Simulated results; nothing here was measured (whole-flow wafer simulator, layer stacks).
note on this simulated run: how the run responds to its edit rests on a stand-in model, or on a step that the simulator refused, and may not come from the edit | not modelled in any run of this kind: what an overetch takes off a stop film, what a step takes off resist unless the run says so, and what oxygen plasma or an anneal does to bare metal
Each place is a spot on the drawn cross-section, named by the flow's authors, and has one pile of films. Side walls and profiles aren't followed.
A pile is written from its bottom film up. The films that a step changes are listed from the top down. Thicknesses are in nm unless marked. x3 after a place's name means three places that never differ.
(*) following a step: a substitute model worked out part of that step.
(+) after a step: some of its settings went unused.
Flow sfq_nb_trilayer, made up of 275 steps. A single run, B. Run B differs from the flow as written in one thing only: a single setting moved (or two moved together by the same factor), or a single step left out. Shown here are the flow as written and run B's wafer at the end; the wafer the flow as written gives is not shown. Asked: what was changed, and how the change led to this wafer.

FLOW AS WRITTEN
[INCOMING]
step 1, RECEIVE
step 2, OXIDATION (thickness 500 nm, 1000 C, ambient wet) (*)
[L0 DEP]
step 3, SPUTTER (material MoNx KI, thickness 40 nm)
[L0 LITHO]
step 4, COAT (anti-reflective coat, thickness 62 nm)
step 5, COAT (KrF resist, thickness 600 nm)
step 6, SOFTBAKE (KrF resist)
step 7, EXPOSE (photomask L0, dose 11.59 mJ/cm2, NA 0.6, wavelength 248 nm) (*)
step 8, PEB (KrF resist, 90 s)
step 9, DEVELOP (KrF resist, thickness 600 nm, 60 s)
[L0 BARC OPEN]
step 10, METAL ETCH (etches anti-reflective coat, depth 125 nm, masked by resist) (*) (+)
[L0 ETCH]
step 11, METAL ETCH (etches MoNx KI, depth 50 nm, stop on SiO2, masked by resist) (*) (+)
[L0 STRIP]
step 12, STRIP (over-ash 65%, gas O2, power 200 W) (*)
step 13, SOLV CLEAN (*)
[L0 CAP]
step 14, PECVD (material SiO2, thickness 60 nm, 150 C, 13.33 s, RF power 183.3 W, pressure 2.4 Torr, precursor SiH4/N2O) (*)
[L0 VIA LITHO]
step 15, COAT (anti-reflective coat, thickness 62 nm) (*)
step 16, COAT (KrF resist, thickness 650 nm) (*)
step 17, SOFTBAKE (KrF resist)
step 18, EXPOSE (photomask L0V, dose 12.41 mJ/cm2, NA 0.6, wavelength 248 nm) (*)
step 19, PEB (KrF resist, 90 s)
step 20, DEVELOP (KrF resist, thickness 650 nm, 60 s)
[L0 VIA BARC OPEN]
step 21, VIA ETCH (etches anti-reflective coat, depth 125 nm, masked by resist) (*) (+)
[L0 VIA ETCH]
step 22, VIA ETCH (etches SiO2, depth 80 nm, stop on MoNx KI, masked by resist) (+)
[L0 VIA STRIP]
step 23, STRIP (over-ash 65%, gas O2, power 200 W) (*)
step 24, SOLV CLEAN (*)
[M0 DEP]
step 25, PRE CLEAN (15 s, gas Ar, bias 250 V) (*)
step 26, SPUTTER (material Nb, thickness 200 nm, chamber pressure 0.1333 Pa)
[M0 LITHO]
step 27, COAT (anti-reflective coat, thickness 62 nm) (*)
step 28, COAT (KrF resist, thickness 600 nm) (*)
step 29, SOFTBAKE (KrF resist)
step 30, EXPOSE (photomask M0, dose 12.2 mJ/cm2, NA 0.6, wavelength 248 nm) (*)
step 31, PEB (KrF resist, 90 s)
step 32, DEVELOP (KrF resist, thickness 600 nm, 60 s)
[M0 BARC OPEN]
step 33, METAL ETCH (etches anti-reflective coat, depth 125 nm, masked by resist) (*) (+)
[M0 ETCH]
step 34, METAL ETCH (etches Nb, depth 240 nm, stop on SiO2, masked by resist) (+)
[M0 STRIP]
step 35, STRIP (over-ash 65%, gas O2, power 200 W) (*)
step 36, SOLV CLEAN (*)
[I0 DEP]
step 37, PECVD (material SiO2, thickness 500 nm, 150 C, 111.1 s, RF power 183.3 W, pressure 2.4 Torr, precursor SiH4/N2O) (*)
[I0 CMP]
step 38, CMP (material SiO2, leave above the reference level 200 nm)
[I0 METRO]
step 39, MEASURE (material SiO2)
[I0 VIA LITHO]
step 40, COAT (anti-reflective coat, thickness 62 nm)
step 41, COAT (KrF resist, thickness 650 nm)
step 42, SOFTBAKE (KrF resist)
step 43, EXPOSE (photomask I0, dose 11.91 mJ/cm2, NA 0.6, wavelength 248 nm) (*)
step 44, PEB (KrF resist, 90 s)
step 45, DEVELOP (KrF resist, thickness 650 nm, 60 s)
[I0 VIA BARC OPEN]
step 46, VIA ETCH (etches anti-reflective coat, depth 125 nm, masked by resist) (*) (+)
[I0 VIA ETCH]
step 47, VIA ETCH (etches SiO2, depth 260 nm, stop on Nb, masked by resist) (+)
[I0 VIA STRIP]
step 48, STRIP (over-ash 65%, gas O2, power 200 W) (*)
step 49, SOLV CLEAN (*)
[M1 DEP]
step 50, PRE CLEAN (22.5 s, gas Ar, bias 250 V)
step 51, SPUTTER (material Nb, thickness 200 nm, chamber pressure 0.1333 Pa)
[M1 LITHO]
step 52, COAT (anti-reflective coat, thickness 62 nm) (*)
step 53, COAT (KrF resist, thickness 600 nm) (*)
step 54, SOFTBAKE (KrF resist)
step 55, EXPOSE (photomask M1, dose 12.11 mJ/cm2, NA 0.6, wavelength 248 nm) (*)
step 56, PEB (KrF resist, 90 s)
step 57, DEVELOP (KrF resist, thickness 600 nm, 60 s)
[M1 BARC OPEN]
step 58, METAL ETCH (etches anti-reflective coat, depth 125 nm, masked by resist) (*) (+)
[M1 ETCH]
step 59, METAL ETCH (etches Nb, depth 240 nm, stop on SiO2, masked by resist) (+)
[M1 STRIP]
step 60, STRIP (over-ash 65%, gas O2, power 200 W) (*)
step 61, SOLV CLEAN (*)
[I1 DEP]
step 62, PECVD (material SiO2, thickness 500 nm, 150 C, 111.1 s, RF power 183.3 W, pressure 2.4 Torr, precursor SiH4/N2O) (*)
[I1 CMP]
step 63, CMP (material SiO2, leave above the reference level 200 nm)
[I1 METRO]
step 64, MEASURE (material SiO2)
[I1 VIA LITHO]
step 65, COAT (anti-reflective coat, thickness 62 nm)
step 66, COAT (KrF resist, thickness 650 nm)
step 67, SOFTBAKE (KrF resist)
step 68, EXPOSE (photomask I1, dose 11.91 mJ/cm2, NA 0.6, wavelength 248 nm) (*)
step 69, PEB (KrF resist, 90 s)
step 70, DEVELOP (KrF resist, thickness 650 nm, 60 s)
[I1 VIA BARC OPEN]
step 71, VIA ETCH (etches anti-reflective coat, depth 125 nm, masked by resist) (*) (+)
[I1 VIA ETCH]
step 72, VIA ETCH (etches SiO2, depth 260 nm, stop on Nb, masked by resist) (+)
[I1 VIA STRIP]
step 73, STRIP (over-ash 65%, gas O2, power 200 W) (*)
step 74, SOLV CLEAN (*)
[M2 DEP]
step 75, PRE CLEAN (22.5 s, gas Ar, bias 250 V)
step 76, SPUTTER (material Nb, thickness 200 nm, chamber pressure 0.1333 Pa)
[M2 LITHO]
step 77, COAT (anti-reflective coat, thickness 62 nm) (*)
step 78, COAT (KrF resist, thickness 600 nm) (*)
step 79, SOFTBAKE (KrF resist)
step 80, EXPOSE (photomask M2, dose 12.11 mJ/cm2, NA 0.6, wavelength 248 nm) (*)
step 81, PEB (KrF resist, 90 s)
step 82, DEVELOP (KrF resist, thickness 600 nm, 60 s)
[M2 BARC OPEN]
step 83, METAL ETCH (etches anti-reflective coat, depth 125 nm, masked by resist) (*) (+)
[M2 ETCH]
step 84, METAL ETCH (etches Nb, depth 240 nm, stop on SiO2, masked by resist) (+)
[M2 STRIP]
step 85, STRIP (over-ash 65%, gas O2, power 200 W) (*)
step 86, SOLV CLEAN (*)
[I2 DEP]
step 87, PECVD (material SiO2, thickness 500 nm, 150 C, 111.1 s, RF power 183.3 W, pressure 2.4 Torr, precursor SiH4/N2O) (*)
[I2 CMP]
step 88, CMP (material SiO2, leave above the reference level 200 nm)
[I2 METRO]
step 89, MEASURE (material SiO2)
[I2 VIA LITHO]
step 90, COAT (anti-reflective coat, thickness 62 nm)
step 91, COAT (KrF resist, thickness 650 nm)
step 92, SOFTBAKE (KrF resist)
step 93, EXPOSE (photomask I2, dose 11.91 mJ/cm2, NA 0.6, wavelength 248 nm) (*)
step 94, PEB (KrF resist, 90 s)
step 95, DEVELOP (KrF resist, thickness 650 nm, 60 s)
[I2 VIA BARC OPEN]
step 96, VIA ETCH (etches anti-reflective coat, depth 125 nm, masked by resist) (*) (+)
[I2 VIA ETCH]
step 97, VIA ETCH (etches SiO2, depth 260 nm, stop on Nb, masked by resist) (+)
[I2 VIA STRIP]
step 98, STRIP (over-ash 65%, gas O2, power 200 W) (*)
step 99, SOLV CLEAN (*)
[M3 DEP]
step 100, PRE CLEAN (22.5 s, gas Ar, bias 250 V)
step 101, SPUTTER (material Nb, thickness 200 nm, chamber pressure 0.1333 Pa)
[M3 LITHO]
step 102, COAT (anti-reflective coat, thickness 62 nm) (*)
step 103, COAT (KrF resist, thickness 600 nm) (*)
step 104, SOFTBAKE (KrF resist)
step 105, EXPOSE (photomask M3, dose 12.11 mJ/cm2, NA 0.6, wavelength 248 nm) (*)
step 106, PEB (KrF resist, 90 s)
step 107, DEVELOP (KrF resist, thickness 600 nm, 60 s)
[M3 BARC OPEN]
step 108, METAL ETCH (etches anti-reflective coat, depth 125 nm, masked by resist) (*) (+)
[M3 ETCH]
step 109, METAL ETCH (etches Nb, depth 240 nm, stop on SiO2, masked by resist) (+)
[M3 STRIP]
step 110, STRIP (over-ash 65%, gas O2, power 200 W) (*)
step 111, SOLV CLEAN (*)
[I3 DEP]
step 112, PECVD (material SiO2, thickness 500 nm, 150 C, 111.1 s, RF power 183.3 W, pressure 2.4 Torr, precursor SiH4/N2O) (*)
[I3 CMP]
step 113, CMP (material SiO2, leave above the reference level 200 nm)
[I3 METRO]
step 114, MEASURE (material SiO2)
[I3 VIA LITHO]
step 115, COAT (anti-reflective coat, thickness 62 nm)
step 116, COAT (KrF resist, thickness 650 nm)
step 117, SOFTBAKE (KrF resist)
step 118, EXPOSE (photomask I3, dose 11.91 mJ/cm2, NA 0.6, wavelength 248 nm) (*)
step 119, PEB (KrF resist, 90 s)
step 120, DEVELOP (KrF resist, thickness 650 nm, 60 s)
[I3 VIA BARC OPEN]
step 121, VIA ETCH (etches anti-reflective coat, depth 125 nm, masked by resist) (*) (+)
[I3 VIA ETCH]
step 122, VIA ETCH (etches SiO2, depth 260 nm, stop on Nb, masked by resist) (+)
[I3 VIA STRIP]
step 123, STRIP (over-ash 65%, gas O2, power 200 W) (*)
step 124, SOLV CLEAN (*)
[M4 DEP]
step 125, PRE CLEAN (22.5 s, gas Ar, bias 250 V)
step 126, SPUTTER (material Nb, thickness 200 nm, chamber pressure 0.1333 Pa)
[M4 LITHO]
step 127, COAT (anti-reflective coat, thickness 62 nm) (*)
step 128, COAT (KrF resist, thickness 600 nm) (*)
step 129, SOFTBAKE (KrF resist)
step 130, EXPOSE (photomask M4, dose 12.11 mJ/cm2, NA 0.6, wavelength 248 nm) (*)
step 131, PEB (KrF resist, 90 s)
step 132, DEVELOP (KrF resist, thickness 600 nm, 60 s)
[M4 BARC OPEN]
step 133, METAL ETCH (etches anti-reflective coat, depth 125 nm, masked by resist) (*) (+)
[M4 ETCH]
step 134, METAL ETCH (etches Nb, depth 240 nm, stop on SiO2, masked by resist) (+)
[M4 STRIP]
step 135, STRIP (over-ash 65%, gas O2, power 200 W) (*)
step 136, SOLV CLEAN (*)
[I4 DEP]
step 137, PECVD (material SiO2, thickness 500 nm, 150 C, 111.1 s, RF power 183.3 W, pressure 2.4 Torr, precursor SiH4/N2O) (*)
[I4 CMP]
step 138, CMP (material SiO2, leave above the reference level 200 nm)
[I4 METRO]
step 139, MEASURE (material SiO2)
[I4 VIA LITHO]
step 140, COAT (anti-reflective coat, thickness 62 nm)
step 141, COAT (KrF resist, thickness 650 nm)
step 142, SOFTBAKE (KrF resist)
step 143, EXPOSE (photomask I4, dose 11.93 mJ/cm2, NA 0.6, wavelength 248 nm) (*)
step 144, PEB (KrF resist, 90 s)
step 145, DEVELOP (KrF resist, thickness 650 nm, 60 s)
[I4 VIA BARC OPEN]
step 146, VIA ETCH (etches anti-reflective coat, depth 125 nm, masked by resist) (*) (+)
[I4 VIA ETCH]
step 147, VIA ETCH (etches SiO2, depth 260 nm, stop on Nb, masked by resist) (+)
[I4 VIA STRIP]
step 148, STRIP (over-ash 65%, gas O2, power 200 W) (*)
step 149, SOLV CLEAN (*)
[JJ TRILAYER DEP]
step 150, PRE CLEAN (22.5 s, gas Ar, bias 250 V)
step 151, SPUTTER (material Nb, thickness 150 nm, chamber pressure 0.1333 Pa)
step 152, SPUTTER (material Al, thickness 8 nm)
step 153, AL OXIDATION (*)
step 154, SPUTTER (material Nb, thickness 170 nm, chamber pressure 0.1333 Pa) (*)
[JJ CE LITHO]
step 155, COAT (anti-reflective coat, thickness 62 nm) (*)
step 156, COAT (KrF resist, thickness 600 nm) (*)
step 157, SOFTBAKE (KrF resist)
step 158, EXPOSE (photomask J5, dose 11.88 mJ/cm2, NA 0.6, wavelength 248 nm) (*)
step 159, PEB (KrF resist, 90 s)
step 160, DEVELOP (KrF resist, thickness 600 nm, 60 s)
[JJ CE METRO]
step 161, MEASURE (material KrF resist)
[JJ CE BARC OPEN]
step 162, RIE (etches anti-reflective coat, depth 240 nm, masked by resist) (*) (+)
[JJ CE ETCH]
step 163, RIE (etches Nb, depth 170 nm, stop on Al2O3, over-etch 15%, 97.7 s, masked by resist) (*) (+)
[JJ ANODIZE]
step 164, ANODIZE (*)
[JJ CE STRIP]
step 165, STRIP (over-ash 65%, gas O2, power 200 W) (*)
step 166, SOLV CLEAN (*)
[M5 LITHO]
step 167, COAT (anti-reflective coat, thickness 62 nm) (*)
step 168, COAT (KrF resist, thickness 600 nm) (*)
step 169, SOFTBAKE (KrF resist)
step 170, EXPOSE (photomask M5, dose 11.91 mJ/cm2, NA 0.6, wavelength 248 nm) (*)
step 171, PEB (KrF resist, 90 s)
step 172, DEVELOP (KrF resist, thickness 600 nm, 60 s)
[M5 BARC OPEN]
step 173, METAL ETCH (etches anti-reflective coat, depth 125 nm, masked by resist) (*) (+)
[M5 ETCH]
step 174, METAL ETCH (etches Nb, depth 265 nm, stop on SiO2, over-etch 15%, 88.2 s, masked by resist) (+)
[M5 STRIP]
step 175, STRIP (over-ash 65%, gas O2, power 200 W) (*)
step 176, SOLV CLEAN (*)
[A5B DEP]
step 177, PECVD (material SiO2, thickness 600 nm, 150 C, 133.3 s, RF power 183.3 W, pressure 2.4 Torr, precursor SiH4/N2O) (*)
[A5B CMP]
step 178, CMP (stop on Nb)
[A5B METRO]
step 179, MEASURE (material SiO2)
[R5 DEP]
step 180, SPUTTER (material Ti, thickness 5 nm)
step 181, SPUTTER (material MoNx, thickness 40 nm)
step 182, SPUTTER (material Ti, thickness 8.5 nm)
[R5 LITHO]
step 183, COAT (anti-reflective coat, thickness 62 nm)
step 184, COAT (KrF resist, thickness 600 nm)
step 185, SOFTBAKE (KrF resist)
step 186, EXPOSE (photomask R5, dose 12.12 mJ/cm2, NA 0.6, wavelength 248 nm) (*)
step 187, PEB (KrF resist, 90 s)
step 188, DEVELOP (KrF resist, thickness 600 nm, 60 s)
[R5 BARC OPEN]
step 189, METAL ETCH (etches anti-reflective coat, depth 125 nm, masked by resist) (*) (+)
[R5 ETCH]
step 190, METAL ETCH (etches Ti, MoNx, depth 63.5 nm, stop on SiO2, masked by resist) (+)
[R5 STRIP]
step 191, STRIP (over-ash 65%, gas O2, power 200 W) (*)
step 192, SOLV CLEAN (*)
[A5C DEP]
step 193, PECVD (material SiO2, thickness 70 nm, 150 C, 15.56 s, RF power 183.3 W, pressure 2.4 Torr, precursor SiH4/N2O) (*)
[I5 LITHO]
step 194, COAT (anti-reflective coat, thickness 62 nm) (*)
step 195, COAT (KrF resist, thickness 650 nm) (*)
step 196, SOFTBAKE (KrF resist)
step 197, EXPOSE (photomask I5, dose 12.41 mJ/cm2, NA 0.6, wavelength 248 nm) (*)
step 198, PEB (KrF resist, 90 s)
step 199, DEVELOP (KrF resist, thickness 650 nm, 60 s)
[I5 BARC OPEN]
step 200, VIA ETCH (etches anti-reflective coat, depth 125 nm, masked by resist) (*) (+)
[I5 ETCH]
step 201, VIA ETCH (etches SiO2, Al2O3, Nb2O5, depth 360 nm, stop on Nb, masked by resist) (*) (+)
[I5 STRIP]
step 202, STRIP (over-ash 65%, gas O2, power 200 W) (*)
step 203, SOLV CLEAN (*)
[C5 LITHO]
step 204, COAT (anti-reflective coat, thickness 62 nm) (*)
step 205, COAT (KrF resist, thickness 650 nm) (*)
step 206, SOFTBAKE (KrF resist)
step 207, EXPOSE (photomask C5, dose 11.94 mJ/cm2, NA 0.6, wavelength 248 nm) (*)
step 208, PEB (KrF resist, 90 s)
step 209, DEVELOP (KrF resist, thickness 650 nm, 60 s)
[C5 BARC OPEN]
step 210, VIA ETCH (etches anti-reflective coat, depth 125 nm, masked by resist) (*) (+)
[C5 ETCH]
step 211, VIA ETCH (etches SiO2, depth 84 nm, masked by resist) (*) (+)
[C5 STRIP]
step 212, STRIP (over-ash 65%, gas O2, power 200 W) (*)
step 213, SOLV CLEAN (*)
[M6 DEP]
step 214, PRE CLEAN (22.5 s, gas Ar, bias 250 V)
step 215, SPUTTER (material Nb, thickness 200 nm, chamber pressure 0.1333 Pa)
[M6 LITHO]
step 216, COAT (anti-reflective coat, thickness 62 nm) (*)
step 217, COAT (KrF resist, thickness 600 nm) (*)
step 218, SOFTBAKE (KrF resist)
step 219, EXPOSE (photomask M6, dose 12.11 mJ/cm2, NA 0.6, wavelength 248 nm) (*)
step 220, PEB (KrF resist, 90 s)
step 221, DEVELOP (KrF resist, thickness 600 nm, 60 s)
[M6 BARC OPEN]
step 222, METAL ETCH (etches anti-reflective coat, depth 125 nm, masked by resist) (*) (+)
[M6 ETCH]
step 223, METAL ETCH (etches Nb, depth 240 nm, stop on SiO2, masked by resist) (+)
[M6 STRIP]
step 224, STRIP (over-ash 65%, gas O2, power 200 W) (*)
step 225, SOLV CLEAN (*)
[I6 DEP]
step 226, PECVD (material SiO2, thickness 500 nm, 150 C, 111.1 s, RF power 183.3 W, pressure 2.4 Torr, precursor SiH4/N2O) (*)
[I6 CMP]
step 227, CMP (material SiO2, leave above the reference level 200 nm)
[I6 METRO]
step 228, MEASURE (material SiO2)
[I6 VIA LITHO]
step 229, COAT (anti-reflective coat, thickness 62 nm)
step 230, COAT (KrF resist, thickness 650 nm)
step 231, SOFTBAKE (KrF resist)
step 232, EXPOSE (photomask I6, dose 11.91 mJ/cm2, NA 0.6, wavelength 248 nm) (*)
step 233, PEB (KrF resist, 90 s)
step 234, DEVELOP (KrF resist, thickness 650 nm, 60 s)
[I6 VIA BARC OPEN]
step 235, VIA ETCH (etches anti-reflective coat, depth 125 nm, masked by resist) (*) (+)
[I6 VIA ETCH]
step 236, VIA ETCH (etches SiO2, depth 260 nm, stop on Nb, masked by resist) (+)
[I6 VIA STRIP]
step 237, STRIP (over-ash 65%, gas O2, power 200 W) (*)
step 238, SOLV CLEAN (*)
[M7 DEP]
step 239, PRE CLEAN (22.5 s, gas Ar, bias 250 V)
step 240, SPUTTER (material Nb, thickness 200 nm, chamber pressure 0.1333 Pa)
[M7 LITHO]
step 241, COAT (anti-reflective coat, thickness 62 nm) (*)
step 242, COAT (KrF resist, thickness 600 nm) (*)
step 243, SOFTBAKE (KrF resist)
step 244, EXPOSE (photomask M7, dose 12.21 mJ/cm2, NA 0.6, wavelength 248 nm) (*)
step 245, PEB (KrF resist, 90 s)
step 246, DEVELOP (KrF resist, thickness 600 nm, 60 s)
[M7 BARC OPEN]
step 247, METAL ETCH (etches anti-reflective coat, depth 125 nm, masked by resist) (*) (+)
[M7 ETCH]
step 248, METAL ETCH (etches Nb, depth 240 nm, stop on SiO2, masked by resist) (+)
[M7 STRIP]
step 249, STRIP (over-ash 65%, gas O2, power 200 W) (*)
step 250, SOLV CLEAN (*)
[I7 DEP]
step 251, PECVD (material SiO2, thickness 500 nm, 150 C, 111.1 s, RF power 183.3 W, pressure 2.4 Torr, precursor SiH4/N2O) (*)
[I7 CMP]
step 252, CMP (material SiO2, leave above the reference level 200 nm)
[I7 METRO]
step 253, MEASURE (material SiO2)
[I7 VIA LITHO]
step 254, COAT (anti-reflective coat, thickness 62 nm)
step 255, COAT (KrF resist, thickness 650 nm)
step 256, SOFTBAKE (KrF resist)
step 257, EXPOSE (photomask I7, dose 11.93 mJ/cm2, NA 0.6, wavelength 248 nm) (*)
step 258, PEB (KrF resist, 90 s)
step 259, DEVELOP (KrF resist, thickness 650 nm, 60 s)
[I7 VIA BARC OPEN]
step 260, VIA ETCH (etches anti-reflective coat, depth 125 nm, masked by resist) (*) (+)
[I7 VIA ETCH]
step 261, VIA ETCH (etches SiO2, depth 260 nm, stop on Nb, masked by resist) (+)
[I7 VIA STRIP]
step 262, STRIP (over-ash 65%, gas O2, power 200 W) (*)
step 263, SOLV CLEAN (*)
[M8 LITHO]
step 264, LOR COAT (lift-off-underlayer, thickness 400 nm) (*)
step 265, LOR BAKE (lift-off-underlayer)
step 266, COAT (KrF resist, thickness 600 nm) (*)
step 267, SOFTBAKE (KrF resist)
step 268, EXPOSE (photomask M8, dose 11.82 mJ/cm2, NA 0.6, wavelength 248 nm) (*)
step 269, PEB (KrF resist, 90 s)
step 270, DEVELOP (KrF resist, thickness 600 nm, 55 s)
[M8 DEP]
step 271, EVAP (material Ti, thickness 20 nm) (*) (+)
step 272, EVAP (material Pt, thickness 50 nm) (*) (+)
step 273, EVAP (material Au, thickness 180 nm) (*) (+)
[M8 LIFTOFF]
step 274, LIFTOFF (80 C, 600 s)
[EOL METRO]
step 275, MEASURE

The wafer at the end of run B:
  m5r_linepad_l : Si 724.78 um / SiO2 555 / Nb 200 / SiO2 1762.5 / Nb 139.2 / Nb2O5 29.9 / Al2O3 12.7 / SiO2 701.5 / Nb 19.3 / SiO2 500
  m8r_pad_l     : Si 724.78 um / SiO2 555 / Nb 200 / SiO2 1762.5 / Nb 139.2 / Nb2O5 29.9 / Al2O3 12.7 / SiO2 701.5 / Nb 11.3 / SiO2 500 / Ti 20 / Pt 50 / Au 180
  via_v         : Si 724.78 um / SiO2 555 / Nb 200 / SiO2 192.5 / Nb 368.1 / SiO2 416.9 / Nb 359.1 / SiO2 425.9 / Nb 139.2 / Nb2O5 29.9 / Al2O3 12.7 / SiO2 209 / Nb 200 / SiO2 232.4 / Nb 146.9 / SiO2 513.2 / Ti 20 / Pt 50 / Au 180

Cause: step 227, CMP: material SiO2, leave above the reference level 200 nm, was skipped.

How this came from the change, step by step:
  step 229, COAT (anti-reflective coat, thickness 62 nm)
      p3_s3, p3_l4, p3_s4, p3_l6: anti-reflective coat gains 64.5 (new film) (in the flow as written it would be: anti-reflective coat gains 62 (new film))
      l0v, wl_e_m5, wl_g_m5: anti-reflective coat gains 67.2 (new film) (in the flow as written it would be: anti-reflective coat gains 62 (new film))
      (as well as at 93 more places)
  step 230, COAT (KrF resist, thickness 650 nm)
      via_wl, m5r_linepad_l, m5r_linepad_r: KrF resist gains 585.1 (new film) (in the flow as written it would be: KrF resist gains 650 (new film))
      via_sp, m6r_line_l, m6r_line_r: KrF resist gains 605.2 (new film) (in the flow as written it would be: KrF resist gains 650 (new film))
      (as well as at 81 more places)
  step 234, DEVELOP (KrF resist, thickness 650 nm, 60 s)
      via_v: KrF resist loses 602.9 (all of it) (in the flow as written it would be: KrF resist loses 648.6 (all of it))
  step 235, VIA ETCH (etches anti-reflective coat, depth 125 nm, masked by resist) (*) (+)
      field_l, v_sur, via_wl and 102 more: KrF resist loses 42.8 (in the flow as written it would be: KrF resist loses 51.7)
      via_v: anti-reflective coat loses 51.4 (all of it), SiO2 loses 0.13 (in the flow as written it would be: anti-reflective coat loses 62 (all of it), SiO2 loses 0.16)
  step 236, VIA ETCH (etches SiO2, depth 260 nm, stop on Nb, masked by resist) (+)
      via_v: SiO2 loses 260 (in the flow as written it would be: SiO2 loses 199.8 (all of it))
  step 237, STRIP (over-ash 65%, gas O2, power 200 W) (*)
      p3_s3, p3_s4: KrF resist loses 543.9 (all of it), anti-reflective coat loses 64.5 (all of it) (in the flow as written it would be: KrF resist loses 528.6 (all of it), anti-reflective coat loses 62 (all of it))
      m0r_line_l, m7r_line_l: KrF resist loses 582.2 (all of it), anti-reflective coat loses 58.9 (all of it) (in the flow as written it would be: KrF resist loses 528.6 (all of it), anti-reflective coat loses 62 (all of it))
      (as well as at 101 more places)
  step 239, PRE CLEAN (22.5 s, gas Ar, bias 250 V)
      via_v: SiO2 loses 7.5 (in the flow as written it would be: Nb loses 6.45)
  step 240, SPUTTER (material Nb, thickness 200 nm, chamber pressure 0.1333 Pa)
      via_v: Nb gains 146.9 (new film) (in the flow as written it would be: Nb gains 161.1)
      c5j, lsp_r, l0_sur, l0v: Nb gains 189.6 (new film) (in the flow as written it would be: Nb gains 200 (new film))
      (as well as at 5 more places)
  step 241, COAT (anti-reflective coat, thickness 62 nm) (*)
      p3_s3, p3_l4, p3_s4, p3_l6: anti-reflective coat gains 64.5 (new film) (in the flow as written it would be: anti-reflective coat gains 62 (new film))
      p3_l2, p3_l3, p3_l5: anti-reflective coat gains 64.6 (new film) (in the flow as written it would be: anti-reflective coat gains 62 (new film))
      (as well as at 94 more places)
  step 242, COAT (KrF resist, thickness 600 nm) (*)
      p3_s0, wl_c_sr: KrF resist gains 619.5 (new film) (in the flow as written it would be: KrF resist gains 600 (new film))
      m0r_line_l, m7r_line_l: KrF resist gains 643.3 (new film) (in the flow as written it would be: KrF resist gains 600 (new film))
      (as well as at 83 more places)
  step 246, DEVELOP (KrF resist, thickness 600 nm, 60 s)
      p3_s0, wl_c_sr: KrF resist loses 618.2 (all of it) (in the flow as written it would be: KrF resist loses 598.7 (all of it))
      m0r_space_l, m7r_space_l: KrF resist loses 623.5 (all of it) (in the flow as written it would be: KrF resist loses 598.7 (all of it))
      (as well as at 43 more places)
  step 247, METAL ETCH (etches anti-reflective coat, depth 125 nm, masked by resist) (*) (+)
      m5r_linepad_l, m5r_linepad_r, r5r_spacepad_l, r5r_spacepad_r, m8r_pad_l, m8r_pad_r: anti-reflective coat loses 125 (in the flow as written it would be: anti-reflective coat loses 62 (all of it))
      v_sur, via_wl, via_w and 38 more: KrF resist loses 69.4 (in the flow as written it would be: KrF resist loses 51.7)
      (as well as at 54 more places)
  step 248, METAL ETCH (etches Nb, depth 240 nm, stop on SiO2, masked by resist) (+)
      m5r_linepad_l, m5r_linepad_r: anti-reflective coat loses 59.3 (all of it), Nb loses 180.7 (in the flow as written it would be: Nb loses 200 (all of it))
      r5r_spacepad_l, r5r_spacepad_r: anti-reflective coat loses 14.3 (all of it), Nb loses 200 (all of it) (in the flow as written it would be: Nb loses 200 (all of it))
      (as well as at 4 more places)
  step 249, STRIP (over-ash 65%, gas O2, power 200 W) (*)
      v_sur: KrF resist loses 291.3 (all of it), anti-reflective coat loses 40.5 (all of it) (in the flow as written it would be: KrF resist loses 379.9 (all of it), anti-reflective coat loses 61.4 (all of it))
      via_wl: KrF resist loses 296.7 (all of it), anti-reflective coat loses 48 (all of it) (in the flow as written it would be: KrF resist loses 379.3 (all of it), anti-reflective coat loses 61.3 (all of it))
      (as well as at 39 more places)
  step 251, PECVD (material SiO2, thickness 500 nm, 150 C, 111.1 s, RF power 183.3 W, pressure 2.4 Torr, precursor SiH4/N2O) (*)
      m5r_linepad_l, m5r_linepad_r, m8r_pad_l, m8r_pad_r: SiO2 gains 500 (new film) (in the flow as written it would be: SiO2 gains 500)
      via_v: SiO2 gains 670.3 (new film) (in the flow as written it would be: SiO2 gains 621 (new film))
      (as well as at 3 more places)
  step 252, CMP (material SiO2, leave above the reference level 200 nm)
      field_l, p4_fl, p4_fm and 53 more: nothing (in the flow as written it would be: SiO2 loses 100)
      field_r, lsp_l: nothing (in the flow as written it would be: SiO2 loses 77.7)
      (as well as at 31 more places)
  ... 8 further steps ...
  step 274, LIFTOFF (80 C, 600 s)
      c5j, ce_r: Au loses 180 (all of it), Pt loses 50 (all of it), Ti loses 20 (all of it), KrF resist loses 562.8 (all of it), lift-off-underlayer loses 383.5 (all of it) (in the flow as written it would be: Au loses 180 (all of it), Pt loses 50 (all of it), Ti loses 20 (all of it), KrF resist loses 573.3 (all of it), lift-off-underlayer loses 399.3 (all of it))
      m0r_line_l, m0r_line_r: Au loses 180 (all of it), Pt loses 50 (all of it), Ti loses 20 (all of it), KrF resist loses 585.1 (all of it), lift-off-underlayer loses 429.6 (all of it) (in the flow as written it would be: Au loses 180 (all of it), Pt loses 50 (all of it), Ti loses 20 (all of it), KrF resist loses 576.2 (all of it), lift-off-underlayer loses 400 (all of it))
      (as well as at 61 more places)
If metal films that touch count as one body, m5r_linepad_l has 3 bodies (between them, from the top down: SiO2 701.5 / Al2O3 12.7 / Nb2O5 29.9; SiO2 1762.5); the flow as written gives 2 bodies (between them, from the top down: SiO2 1762.5).
If metal films that touch count as one body, m8r_pad_l has 4 bodies (between them, from the top down: SiO2 500; SiO2 701.5 / Al2O3 12.7 / Nb2O5 29.9; SiO2 1762.5); the flow as written gives 3 bodies (between them, from the top down: SiO2 1001.5 / Al2O3 12.7 / Nb2O5 29.9; SiO2 1762.5).
If metal films that touch count as one body, via_v has 7 bodies (between them, from the top down: SiO2 513.2; SiO2 232.4; SiO2 209 / Al2O3 12.7 / Nb2O5 29.9; SiO2 425.9; SiO2 416.9; SiO2 192.5); the flow as written gives 6 bodies (between them, from the top down: SiO2 437.8; SiO2 209 / Al2O3 12.7 / Nb2O5 29.9; SiO2 425.9; SiO2 416.9; SiO2 192.5).
